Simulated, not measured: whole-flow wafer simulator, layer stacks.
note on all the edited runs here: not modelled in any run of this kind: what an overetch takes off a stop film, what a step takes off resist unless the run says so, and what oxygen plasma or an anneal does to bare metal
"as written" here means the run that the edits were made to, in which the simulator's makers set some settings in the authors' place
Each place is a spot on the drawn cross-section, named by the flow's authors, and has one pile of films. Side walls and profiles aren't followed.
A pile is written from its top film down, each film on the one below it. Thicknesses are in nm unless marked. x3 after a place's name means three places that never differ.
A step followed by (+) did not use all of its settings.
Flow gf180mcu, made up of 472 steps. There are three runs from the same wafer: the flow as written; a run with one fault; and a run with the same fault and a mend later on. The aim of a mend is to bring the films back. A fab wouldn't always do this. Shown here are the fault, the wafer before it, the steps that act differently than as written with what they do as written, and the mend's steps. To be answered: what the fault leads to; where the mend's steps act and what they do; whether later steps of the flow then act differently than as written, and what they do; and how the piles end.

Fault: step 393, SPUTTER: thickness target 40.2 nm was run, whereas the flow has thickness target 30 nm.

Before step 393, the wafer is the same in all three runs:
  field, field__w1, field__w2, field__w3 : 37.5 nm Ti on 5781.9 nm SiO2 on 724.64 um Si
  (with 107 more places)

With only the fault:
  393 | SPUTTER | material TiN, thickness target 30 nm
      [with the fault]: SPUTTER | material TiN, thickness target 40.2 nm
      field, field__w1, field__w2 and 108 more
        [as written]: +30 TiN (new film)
        [with the fault]: +40.2 TiN (new film)
  Steps later in the flow that act otherwise than as written (1 more step, not shown, differs only slightly: by at most 2% or 0.5 nm, whichever is larger):
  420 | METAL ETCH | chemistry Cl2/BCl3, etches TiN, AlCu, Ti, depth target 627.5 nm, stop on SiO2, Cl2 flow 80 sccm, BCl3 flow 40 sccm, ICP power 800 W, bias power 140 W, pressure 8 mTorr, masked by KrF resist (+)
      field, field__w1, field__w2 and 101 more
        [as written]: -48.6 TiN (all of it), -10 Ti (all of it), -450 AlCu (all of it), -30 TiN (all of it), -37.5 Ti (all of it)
        [with the fault]: -48.6 TiN (all of it), -10 Ti (all of it), -450 AlCu (all of it), -40.2 TiN (all of it), -37.5 Ti (all of it)
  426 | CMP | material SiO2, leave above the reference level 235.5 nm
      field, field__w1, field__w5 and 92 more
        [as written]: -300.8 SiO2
        [with the fault]: -290.6 SiO2
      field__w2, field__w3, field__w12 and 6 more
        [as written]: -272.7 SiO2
        [with the fault]: -262 SiO2
  The piles end different from the flow's at field__w4, field__w8, contact, m1, m1__w1, mim, mim_1p0, m1_nw by more than 2% or 0.5 nm, whichever is larger.
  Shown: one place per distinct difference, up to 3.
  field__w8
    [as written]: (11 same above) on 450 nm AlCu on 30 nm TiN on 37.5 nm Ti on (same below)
    [with the fault]: (11 same above) on 450 nm AlCu on 40.2 nm TiN on 37.5 nm Ti on (same below)
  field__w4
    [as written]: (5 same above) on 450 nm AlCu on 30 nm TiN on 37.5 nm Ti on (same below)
    [with the fault]: (5 same above) on 450 nm AlCu on 40.2 nm TiN on 37.5 nm Ti on (same below)
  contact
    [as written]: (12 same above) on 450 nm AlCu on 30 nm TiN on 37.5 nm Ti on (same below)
    [with the fault]: (12 same above) on 450 nm AlCu on 40.2 nm TiN on 37.5 nm Ti on (same below)

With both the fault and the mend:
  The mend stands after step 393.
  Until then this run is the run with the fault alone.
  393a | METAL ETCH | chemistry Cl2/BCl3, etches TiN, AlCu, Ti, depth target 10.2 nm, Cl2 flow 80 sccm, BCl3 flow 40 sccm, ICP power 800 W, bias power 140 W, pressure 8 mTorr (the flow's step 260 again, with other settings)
      field, field__w1, field__w2 and 108 more
        -10.2 TiN
  Every later step of the flow that is run acts as written at every place that is followed.
  By the end, the piles equal the flow's at every place that both follow.
